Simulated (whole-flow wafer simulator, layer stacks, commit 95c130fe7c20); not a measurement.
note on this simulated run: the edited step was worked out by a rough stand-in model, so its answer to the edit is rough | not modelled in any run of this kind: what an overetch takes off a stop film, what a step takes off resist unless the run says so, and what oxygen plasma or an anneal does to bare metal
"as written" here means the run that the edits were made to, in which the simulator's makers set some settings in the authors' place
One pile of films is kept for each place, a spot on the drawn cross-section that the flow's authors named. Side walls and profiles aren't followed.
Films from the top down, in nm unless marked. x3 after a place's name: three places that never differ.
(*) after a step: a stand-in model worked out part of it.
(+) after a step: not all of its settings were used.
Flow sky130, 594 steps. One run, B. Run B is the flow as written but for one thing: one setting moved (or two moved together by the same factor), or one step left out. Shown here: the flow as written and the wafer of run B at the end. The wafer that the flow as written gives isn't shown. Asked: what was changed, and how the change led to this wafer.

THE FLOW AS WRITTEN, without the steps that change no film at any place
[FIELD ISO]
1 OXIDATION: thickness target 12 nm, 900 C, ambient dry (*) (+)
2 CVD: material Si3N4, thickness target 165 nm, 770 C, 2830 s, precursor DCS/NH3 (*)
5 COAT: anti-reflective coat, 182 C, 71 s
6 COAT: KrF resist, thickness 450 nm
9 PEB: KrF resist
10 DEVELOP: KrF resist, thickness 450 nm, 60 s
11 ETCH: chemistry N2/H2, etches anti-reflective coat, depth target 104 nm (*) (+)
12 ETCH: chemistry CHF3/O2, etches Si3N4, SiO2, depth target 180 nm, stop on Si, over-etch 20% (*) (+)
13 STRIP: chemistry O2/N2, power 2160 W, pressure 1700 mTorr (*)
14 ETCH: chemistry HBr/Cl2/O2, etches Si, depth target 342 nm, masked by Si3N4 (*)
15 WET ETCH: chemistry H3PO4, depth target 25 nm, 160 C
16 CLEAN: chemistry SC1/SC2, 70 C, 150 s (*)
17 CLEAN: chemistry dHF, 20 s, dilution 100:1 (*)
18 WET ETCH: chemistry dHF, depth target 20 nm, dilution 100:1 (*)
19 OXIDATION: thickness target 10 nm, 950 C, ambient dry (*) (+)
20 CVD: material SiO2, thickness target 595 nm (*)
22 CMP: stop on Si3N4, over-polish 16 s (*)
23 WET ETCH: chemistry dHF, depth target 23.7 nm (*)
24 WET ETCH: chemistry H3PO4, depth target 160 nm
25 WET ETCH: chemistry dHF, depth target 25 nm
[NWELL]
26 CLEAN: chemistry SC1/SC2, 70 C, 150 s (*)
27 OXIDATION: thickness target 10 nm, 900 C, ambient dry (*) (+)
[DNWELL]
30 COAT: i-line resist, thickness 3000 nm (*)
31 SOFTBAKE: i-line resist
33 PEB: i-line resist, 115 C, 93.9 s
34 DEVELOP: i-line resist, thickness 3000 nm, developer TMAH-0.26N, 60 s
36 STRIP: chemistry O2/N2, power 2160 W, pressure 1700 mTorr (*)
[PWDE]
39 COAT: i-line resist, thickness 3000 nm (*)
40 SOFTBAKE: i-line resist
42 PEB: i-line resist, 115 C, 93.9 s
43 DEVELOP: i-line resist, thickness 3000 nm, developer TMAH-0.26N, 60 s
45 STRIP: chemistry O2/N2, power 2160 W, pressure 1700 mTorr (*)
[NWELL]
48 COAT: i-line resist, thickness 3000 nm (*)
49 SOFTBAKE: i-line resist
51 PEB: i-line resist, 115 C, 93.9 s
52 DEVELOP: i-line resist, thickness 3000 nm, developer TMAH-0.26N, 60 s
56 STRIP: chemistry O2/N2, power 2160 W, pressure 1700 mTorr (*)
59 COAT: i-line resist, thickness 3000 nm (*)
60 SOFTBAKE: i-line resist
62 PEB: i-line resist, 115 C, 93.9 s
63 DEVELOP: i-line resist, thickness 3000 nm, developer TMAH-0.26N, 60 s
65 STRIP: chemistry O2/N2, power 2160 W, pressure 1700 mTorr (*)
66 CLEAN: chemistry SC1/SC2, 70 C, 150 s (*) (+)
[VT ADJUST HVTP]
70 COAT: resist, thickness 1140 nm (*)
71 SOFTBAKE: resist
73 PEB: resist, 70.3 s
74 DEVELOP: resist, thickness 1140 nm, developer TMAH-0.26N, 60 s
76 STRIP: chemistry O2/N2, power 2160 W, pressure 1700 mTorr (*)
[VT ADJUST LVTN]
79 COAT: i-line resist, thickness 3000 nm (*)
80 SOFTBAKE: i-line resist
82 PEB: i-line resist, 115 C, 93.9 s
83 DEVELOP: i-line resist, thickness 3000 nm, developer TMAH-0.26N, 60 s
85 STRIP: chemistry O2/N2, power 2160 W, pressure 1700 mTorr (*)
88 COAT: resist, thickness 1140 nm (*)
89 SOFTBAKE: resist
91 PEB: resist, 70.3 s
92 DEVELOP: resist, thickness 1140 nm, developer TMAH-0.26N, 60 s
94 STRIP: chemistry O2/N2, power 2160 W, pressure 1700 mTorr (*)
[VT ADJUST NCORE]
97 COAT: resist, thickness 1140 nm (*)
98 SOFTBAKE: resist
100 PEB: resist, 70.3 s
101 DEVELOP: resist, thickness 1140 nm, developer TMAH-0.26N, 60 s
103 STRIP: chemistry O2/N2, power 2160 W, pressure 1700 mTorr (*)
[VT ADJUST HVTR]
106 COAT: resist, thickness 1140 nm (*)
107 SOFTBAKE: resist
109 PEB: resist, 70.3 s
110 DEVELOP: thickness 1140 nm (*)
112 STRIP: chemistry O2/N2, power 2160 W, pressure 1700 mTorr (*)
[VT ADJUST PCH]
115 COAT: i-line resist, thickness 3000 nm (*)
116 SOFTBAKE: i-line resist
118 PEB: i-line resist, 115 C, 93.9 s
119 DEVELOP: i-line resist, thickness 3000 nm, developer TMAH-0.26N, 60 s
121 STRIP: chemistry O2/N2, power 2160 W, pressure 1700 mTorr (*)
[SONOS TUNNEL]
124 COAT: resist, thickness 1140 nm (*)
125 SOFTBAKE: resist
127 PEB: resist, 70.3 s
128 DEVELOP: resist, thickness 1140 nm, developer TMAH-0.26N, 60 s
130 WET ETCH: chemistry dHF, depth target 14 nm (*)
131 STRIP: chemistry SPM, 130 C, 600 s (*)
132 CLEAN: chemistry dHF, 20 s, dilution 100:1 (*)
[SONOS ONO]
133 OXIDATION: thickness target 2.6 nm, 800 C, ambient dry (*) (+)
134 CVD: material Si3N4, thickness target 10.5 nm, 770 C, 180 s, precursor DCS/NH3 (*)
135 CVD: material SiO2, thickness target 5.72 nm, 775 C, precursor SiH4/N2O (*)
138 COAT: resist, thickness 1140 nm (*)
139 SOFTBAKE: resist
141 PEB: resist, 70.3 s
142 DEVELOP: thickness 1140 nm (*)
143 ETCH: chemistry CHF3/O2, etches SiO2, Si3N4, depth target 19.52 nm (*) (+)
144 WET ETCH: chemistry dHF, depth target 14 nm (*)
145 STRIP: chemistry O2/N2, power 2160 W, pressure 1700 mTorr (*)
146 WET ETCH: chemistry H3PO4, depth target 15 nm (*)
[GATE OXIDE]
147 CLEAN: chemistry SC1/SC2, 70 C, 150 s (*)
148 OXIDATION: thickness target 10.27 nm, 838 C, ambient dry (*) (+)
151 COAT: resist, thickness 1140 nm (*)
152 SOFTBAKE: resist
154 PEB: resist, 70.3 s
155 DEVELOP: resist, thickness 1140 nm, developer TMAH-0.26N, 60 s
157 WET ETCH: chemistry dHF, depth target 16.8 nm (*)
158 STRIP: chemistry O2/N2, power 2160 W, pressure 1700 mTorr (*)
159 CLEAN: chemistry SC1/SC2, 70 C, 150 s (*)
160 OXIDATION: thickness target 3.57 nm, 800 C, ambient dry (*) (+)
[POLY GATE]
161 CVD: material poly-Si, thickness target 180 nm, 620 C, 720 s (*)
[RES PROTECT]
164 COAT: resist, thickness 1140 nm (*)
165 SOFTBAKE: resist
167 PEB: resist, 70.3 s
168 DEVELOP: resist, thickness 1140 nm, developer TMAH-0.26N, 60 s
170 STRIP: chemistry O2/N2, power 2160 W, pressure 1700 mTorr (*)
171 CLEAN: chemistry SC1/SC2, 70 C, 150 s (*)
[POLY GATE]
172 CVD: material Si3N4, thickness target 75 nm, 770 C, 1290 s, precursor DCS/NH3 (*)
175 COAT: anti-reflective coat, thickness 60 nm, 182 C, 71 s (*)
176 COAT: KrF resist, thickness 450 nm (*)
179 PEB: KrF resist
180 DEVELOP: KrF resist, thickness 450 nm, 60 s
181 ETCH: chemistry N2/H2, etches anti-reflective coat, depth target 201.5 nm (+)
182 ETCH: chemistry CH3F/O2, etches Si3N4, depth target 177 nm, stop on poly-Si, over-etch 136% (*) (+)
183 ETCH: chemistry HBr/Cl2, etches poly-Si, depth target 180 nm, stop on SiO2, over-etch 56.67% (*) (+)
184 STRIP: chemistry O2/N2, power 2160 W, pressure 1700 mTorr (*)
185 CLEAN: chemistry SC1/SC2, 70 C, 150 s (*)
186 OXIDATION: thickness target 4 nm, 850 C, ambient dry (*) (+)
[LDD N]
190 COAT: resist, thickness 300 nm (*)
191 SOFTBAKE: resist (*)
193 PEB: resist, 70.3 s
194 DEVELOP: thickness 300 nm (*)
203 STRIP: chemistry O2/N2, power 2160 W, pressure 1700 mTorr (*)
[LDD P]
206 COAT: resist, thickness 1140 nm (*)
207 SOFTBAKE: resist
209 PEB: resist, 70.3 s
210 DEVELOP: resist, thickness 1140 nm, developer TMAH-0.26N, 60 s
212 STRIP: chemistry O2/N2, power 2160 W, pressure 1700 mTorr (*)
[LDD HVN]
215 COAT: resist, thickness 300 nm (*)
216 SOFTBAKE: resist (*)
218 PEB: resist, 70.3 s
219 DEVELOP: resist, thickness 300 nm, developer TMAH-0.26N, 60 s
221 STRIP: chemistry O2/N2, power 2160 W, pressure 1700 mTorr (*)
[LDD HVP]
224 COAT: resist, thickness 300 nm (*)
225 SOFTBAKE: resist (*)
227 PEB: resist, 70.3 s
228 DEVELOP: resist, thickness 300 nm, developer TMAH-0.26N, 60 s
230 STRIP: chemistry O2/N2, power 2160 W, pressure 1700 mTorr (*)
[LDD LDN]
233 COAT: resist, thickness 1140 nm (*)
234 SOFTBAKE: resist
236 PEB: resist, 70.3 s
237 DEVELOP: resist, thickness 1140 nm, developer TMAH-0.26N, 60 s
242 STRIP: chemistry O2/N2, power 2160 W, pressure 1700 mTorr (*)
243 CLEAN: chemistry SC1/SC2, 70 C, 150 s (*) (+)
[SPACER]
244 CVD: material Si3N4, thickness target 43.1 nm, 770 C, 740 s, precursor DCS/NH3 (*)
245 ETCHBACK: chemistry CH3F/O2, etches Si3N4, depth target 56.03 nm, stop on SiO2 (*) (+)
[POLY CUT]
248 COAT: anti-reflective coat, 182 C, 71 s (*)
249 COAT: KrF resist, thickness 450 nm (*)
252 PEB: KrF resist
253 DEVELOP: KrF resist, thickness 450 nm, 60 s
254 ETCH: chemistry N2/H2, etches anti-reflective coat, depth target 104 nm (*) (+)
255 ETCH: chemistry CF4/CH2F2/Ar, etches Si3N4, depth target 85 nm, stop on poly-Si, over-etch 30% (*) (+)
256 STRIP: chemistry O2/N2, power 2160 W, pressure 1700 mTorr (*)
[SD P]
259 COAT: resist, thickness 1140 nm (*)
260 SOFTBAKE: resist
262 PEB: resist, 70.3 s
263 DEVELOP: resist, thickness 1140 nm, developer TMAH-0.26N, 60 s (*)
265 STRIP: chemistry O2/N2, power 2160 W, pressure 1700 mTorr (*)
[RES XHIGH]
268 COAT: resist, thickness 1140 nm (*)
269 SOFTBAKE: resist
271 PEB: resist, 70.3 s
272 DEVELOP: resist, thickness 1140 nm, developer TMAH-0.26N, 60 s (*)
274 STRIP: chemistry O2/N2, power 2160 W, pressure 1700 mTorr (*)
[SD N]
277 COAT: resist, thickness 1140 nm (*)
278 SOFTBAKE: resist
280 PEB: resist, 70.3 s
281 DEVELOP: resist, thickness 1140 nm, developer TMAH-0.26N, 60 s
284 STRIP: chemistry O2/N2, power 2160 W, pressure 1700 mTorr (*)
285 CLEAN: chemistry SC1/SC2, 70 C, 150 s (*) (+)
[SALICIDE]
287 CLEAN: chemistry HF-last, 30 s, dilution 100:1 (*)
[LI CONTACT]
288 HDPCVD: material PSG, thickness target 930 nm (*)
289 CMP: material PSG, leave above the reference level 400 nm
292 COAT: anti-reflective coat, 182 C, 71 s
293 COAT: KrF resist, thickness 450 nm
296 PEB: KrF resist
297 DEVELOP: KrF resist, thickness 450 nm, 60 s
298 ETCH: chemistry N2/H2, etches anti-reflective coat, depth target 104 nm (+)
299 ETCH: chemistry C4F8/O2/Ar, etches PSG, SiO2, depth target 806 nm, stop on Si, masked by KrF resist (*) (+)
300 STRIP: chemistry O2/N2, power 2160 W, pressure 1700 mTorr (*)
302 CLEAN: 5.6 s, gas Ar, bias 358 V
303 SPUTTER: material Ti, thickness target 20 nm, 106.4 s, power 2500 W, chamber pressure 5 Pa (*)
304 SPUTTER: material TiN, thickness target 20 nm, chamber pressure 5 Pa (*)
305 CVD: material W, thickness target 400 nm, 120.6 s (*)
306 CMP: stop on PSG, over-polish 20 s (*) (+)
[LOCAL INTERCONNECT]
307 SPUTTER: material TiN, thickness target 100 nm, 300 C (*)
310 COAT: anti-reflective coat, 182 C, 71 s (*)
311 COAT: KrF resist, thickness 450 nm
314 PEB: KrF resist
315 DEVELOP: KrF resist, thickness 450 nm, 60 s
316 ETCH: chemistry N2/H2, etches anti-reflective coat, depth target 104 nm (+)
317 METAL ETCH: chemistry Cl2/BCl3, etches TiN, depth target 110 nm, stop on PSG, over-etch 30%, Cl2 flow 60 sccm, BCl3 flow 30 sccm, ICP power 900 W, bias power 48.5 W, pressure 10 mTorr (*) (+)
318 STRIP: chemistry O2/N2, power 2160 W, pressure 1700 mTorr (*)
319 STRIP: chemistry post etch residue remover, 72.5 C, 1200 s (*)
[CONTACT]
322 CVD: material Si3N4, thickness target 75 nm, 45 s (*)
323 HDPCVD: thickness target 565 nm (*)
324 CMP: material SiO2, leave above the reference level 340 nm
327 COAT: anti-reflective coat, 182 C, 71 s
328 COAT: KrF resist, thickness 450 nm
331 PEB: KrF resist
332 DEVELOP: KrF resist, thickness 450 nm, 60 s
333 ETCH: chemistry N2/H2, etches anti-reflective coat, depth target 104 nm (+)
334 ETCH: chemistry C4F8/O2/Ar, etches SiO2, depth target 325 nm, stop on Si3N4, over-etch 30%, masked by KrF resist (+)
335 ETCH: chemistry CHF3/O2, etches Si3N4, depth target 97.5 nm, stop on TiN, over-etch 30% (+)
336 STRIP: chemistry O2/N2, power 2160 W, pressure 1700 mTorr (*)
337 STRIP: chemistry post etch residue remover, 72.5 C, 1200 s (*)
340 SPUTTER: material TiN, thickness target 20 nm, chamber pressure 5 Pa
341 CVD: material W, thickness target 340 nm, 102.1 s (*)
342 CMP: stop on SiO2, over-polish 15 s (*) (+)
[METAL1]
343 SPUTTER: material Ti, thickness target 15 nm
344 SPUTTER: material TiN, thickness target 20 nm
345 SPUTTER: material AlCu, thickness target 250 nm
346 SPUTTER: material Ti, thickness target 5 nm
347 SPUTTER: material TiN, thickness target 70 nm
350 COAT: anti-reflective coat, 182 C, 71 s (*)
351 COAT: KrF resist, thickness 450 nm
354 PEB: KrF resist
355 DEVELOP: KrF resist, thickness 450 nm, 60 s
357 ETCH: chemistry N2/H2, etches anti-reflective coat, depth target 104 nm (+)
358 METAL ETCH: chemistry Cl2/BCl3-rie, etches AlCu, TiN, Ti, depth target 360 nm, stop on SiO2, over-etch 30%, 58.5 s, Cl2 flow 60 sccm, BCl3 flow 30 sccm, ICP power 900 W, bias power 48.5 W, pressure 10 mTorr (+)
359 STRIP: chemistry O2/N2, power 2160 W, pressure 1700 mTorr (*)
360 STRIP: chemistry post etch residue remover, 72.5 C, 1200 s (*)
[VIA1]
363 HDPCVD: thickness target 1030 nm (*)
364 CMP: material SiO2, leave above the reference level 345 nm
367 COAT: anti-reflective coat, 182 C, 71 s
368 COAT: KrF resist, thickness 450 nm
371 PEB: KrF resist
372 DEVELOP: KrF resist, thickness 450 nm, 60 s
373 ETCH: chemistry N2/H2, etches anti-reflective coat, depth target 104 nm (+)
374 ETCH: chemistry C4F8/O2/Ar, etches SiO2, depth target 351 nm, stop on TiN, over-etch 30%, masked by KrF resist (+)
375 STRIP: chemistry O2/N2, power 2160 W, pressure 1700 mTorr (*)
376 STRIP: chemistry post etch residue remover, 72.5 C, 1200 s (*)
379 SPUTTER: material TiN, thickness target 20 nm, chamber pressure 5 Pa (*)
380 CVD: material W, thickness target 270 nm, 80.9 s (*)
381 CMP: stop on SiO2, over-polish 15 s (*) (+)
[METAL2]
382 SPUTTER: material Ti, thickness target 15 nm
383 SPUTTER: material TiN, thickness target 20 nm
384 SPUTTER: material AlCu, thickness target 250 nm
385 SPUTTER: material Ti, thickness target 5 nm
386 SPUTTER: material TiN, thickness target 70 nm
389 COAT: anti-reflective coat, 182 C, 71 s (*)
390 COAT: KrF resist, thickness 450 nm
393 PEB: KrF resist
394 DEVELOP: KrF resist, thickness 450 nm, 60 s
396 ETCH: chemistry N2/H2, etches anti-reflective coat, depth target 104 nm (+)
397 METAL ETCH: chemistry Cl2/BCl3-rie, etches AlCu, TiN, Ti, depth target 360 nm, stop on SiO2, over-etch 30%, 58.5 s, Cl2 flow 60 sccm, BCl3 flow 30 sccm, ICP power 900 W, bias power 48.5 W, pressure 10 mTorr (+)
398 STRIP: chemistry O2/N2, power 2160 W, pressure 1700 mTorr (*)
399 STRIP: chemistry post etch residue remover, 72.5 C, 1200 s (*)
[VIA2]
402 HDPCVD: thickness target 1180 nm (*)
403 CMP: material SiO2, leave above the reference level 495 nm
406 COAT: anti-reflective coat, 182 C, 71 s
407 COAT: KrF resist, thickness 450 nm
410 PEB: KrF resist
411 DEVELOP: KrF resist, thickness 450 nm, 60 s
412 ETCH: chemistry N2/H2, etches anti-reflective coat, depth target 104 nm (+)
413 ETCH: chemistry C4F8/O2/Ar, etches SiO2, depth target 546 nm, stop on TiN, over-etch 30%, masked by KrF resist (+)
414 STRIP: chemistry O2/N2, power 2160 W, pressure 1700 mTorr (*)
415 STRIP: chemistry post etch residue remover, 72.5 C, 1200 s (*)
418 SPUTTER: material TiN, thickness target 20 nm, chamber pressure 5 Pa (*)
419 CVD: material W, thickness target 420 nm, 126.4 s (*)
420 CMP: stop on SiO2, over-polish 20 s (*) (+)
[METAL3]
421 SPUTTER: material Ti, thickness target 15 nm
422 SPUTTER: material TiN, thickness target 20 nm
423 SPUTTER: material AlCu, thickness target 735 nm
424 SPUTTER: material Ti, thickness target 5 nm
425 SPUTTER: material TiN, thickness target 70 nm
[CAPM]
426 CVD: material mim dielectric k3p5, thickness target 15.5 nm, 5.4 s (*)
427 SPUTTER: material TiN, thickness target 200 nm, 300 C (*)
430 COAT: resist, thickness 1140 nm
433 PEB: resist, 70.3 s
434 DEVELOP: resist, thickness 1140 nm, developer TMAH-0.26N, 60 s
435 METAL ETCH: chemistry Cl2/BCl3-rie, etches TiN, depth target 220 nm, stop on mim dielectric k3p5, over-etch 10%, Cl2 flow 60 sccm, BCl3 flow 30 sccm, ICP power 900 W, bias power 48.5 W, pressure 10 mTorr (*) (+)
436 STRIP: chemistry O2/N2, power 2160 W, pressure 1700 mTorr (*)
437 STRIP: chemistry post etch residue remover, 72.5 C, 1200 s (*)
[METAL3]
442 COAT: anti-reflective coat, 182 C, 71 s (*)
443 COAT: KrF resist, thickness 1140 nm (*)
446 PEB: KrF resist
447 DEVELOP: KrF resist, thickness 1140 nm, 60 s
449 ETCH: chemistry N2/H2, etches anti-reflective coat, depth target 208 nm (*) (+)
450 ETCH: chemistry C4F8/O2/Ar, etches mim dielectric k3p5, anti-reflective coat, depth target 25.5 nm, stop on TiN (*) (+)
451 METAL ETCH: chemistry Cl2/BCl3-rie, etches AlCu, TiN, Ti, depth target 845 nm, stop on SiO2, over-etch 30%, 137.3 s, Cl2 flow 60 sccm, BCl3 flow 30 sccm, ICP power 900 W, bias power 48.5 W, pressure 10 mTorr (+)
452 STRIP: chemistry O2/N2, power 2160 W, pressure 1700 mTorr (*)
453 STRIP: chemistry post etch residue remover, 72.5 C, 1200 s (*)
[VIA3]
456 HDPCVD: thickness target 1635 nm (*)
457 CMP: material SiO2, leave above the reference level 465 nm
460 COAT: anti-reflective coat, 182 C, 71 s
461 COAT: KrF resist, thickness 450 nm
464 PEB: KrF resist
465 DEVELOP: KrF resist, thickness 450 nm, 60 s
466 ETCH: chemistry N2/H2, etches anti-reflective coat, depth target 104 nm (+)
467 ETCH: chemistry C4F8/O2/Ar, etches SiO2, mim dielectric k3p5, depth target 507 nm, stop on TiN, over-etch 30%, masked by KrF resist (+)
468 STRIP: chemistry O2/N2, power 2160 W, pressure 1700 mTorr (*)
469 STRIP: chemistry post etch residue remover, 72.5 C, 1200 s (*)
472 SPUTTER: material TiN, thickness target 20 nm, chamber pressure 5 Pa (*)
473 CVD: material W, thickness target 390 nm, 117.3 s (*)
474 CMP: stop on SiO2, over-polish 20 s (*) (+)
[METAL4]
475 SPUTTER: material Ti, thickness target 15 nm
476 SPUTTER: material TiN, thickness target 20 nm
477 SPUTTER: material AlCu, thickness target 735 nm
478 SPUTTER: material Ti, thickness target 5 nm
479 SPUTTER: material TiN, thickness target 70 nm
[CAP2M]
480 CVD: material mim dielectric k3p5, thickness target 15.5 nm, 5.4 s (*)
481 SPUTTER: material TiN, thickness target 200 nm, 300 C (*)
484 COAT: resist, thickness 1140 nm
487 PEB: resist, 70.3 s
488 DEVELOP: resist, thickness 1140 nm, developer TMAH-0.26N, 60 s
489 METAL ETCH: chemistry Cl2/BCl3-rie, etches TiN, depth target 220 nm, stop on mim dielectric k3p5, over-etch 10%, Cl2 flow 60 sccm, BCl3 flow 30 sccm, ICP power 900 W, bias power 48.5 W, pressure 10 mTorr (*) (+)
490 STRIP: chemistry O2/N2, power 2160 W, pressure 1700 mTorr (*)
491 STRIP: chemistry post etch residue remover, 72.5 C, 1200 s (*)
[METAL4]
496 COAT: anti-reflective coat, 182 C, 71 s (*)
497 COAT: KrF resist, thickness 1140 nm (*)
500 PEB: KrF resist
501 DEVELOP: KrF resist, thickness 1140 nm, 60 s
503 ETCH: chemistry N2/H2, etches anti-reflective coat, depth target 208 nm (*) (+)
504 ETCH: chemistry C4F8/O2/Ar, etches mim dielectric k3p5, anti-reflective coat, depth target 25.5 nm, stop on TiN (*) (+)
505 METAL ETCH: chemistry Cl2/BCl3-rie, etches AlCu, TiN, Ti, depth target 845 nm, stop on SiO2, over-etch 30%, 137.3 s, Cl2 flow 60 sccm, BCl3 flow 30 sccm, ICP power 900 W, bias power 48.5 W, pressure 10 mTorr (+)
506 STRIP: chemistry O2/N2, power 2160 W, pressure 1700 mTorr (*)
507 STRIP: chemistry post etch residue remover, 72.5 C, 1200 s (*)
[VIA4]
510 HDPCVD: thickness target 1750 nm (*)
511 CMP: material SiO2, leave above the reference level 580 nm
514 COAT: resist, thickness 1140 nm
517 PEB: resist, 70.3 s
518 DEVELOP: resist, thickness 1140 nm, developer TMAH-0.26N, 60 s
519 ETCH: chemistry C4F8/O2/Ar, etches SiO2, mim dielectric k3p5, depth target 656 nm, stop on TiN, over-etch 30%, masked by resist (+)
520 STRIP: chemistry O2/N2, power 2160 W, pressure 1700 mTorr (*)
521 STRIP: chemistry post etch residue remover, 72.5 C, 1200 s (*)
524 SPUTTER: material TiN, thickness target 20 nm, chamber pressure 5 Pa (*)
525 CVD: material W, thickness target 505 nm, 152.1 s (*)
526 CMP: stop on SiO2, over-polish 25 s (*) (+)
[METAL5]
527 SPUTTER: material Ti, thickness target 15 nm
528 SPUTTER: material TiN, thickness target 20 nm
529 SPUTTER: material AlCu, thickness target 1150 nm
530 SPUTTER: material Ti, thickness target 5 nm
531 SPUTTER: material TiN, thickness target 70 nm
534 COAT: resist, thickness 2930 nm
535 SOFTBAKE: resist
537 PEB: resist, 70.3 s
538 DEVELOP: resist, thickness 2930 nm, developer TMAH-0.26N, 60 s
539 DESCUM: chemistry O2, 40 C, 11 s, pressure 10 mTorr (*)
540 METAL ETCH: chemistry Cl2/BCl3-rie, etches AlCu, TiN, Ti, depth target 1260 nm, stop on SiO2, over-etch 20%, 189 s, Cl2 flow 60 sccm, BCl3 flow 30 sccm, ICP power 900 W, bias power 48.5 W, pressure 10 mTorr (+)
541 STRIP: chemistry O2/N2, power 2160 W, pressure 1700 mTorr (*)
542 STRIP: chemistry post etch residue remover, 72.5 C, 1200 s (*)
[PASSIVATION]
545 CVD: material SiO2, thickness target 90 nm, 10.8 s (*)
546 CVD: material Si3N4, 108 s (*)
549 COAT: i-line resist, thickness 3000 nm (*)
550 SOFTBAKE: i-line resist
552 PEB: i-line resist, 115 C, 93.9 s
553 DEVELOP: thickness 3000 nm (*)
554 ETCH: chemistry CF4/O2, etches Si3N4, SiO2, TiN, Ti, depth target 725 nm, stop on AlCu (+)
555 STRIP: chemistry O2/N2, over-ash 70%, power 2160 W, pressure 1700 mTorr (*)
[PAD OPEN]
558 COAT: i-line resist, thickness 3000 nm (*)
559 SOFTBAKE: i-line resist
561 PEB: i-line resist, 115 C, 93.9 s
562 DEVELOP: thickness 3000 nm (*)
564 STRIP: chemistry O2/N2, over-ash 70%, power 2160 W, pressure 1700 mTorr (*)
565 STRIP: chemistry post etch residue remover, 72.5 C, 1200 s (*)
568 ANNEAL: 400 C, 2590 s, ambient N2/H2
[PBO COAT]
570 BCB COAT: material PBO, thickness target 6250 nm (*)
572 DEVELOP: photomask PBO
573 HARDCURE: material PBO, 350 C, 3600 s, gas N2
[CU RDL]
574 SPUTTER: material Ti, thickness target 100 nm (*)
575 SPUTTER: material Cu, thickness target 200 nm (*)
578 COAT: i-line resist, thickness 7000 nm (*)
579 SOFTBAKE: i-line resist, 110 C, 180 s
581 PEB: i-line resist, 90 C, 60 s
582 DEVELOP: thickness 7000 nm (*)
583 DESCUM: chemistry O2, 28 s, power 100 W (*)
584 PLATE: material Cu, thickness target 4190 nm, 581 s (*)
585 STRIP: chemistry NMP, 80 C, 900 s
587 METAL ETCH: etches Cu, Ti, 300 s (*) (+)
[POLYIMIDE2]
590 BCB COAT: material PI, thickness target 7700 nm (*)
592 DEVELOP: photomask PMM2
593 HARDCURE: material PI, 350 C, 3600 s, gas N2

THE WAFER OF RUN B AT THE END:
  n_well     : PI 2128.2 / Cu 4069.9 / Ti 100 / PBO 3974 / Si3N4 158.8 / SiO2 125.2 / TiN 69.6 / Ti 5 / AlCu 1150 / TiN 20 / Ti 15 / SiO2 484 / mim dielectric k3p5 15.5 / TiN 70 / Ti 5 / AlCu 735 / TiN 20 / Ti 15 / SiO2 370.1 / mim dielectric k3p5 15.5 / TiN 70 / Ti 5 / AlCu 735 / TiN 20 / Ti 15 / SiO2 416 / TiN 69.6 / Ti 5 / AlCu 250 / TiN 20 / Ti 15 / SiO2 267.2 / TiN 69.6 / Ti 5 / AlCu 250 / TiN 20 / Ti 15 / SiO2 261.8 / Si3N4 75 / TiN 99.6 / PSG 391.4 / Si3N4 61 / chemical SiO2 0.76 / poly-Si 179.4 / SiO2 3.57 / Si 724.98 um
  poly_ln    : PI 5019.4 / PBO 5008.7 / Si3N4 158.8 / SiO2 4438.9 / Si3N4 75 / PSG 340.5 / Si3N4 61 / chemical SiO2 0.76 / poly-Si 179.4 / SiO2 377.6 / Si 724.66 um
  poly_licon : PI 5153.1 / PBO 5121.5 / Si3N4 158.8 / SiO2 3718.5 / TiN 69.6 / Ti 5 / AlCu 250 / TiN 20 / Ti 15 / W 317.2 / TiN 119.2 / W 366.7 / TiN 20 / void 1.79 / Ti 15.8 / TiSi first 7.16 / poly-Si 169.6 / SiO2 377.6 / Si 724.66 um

The cause: step 575, SPUTTER: thickness target 270 nm was run, where the flow has thickness target 200 nm.

How the change led to this, step by step:
  575 SPUTTER: material Cu, thickness target 200 nm (*)
      field, active, n_well and 190 more: Cu +270 (new film) (as written it would be: Cu +200 (new film))
  587 METAL ETCH: etches Cu, Ti, 300 s (*) (+)
      field, active, gate and 167 more: Cu -270 (all of it), Ti -100 (all of it) (as written it would be: Cu -200 (all of it), Ti -100 (all of it))
  590 BCB COAT: material PI, thickness target 7700 nm (*)
      n_well, p_well, sd_n, sd_p: PI +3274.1 (new film) (as written it would be: PI +3344.1 (new film))
      de16_gate_nw: PI +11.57 um (new film) (as written it would be: PI +11.5 um (new film))
  593 HARDCURE: material PI, 350 C, 3600 s, gas N2
      n_well, p_well, sd_n, sd_p: PI -1145.9 (as written it would be: PI -1170.4)
